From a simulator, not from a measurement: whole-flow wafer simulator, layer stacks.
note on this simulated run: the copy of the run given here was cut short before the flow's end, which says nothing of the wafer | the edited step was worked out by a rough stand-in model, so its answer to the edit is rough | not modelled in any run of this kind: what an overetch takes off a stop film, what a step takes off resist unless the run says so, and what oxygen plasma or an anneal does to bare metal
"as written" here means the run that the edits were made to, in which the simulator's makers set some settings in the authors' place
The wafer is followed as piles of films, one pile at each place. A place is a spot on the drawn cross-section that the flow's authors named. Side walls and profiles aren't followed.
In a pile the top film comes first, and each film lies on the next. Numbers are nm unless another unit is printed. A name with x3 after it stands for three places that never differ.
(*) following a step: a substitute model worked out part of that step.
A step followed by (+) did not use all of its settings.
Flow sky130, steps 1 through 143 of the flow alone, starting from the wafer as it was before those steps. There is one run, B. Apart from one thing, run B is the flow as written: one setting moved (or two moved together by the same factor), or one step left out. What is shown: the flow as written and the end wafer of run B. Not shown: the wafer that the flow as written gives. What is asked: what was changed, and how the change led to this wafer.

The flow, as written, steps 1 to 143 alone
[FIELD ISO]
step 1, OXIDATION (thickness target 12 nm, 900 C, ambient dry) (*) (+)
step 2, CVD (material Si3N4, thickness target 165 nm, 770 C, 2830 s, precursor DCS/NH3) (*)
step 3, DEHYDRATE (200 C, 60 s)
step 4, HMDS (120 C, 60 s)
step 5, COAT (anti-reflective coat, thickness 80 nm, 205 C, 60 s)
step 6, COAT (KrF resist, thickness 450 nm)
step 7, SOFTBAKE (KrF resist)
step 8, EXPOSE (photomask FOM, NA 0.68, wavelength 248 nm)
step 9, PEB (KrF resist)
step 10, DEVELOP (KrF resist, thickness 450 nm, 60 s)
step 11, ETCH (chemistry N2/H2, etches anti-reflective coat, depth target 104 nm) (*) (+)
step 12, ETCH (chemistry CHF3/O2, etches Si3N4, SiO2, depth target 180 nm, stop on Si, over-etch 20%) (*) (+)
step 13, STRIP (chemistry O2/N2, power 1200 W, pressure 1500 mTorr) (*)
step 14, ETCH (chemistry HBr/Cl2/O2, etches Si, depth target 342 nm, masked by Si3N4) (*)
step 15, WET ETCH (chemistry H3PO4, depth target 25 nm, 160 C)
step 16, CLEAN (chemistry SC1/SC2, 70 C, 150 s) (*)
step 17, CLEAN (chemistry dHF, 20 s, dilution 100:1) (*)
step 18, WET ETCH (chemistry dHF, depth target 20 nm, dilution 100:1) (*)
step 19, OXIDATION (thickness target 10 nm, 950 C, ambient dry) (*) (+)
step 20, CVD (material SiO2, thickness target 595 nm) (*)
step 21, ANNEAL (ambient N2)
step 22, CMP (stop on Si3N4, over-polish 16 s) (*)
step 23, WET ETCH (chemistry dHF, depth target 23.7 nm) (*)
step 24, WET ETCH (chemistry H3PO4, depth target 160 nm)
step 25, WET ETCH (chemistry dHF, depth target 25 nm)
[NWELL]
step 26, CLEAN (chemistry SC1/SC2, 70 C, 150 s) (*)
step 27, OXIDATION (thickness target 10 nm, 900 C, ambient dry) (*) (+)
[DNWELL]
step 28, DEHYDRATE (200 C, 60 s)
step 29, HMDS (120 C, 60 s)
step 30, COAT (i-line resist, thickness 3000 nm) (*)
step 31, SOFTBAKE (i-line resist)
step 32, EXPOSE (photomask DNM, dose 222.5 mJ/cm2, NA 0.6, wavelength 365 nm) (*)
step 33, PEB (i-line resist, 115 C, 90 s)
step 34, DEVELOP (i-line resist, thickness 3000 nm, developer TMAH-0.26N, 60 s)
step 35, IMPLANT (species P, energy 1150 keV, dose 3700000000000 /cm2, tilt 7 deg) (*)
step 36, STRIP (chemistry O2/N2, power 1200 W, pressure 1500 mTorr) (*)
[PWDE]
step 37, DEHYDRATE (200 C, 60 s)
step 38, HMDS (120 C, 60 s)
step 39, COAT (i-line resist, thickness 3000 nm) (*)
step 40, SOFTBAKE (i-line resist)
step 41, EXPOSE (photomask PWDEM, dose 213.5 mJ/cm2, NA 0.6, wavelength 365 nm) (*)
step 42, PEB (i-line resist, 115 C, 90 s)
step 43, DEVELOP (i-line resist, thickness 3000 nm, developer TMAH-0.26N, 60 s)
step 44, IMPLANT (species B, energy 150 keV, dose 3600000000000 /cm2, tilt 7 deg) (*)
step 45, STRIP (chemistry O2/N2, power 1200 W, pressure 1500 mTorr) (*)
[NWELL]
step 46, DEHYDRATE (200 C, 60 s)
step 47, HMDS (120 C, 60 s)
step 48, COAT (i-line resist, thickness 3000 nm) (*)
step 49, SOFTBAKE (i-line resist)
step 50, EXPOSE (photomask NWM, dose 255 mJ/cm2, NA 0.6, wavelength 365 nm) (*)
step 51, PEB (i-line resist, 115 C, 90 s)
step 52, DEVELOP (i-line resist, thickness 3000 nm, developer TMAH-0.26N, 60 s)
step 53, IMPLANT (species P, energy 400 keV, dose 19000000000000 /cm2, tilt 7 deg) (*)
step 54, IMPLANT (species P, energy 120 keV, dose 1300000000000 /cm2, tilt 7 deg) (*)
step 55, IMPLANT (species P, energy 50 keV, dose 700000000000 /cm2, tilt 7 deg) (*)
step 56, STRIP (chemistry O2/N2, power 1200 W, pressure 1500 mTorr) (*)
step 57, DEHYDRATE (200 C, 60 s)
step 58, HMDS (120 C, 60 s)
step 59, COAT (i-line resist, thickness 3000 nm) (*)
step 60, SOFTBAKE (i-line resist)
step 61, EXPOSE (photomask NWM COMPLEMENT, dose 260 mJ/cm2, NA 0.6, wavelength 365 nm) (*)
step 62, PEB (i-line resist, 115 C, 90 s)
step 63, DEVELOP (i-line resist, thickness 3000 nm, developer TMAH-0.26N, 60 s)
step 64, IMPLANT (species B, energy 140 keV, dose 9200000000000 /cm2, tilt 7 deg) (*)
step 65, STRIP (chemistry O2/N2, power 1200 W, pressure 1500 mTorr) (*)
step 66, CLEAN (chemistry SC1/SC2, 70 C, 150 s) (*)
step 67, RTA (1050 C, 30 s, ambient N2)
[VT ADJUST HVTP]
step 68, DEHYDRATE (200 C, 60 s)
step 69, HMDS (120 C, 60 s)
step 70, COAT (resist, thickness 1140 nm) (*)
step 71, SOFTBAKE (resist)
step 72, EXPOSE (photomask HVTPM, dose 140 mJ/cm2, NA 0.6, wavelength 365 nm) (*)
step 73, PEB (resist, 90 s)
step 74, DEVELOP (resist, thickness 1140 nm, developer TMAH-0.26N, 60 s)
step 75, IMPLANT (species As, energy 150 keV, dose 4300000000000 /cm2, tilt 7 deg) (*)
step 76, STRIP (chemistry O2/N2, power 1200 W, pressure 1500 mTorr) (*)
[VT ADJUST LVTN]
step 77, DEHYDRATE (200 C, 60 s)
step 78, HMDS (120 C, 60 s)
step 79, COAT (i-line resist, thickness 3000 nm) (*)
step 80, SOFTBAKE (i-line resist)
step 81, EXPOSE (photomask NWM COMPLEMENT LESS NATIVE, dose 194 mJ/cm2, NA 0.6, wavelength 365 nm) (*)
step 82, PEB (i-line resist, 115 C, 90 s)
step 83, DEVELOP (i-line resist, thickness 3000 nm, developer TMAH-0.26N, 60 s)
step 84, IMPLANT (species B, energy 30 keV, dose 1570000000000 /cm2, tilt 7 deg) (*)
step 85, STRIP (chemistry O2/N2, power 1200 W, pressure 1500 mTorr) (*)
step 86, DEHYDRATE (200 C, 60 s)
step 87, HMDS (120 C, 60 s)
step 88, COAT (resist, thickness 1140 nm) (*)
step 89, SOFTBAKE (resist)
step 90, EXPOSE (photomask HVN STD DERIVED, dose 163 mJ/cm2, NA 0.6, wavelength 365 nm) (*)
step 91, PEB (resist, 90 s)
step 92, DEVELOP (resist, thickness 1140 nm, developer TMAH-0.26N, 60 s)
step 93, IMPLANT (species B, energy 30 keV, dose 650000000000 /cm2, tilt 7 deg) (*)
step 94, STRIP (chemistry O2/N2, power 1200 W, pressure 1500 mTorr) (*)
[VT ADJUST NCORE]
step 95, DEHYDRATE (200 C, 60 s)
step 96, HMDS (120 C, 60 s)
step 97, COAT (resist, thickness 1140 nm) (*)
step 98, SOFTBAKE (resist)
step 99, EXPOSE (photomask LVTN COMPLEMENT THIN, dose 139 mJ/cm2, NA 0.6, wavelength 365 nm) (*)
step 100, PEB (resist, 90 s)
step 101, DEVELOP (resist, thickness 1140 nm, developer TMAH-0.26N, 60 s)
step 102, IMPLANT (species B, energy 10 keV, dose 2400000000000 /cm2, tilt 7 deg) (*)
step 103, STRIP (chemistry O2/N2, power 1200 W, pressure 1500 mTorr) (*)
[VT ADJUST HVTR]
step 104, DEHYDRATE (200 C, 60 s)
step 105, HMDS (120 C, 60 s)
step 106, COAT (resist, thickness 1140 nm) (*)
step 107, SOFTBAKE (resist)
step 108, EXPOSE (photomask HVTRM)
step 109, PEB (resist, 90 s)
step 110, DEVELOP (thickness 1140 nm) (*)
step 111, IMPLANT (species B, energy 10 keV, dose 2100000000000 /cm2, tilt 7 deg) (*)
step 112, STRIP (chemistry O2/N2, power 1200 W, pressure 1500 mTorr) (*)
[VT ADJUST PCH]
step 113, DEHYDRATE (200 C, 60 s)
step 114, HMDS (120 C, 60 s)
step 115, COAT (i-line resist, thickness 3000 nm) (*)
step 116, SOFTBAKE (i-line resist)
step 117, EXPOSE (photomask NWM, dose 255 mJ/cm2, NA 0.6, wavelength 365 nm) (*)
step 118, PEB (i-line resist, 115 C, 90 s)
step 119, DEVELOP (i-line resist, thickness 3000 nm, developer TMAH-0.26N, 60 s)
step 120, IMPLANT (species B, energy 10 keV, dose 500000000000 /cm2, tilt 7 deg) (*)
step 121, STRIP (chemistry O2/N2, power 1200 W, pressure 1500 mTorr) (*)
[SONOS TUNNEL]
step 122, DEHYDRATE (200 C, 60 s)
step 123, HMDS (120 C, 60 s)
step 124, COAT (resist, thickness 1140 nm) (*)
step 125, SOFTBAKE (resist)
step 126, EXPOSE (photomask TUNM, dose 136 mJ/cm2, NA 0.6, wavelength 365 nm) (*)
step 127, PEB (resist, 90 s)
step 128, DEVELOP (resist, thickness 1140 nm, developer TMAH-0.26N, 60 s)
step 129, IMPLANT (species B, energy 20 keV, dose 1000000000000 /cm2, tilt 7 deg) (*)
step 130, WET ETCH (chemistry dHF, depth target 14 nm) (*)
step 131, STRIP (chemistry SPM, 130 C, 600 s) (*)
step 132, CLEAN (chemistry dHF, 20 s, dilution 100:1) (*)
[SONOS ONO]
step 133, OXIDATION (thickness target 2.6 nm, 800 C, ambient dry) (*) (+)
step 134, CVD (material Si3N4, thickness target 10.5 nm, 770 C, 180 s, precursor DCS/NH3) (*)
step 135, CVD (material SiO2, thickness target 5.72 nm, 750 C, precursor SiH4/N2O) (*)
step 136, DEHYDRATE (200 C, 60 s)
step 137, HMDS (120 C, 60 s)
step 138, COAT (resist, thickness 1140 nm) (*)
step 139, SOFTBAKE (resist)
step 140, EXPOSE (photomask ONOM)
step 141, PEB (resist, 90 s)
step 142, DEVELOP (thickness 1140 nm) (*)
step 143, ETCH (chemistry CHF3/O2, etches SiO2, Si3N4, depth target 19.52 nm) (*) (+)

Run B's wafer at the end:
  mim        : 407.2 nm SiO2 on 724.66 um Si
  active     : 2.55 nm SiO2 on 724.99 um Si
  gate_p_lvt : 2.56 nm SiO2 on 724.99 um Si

The reason: step 143, ETCH: depth target 24.2 nm was run, though the flow has depth target 19.52 nm.

How this came from the change, step by step:
  step 143, ETCH (chemistry CHF3/O2, etches SiO2, Si3N4, depth target 19.52 nm) (*) (+)
      field, active, p_well x5 and 179 more: SiO2 loses 5.72 (all of it), Si3N4 loses 10.5 (all of it), SiO2 loses 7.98 (it would be, as written: SiO2 loses 5.72 (all of it), Si3N4 loses 10.5 (all of it), SiO2 loses 3.3)
      n_well, sonos_sd: SiO2 loses 5.72 (all of it), Si3N4 loses 10.5 (all of it), SiO2 loses 2.6 (all of it), Si loses 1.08 (it would be, as written: SiO2 loses 5.72 (all of it), Si3N4 loses 10.5 (all of it), SiO2 loses 2.6 (all of it), Si loses 0.14)
      (as well as at 2 more places)
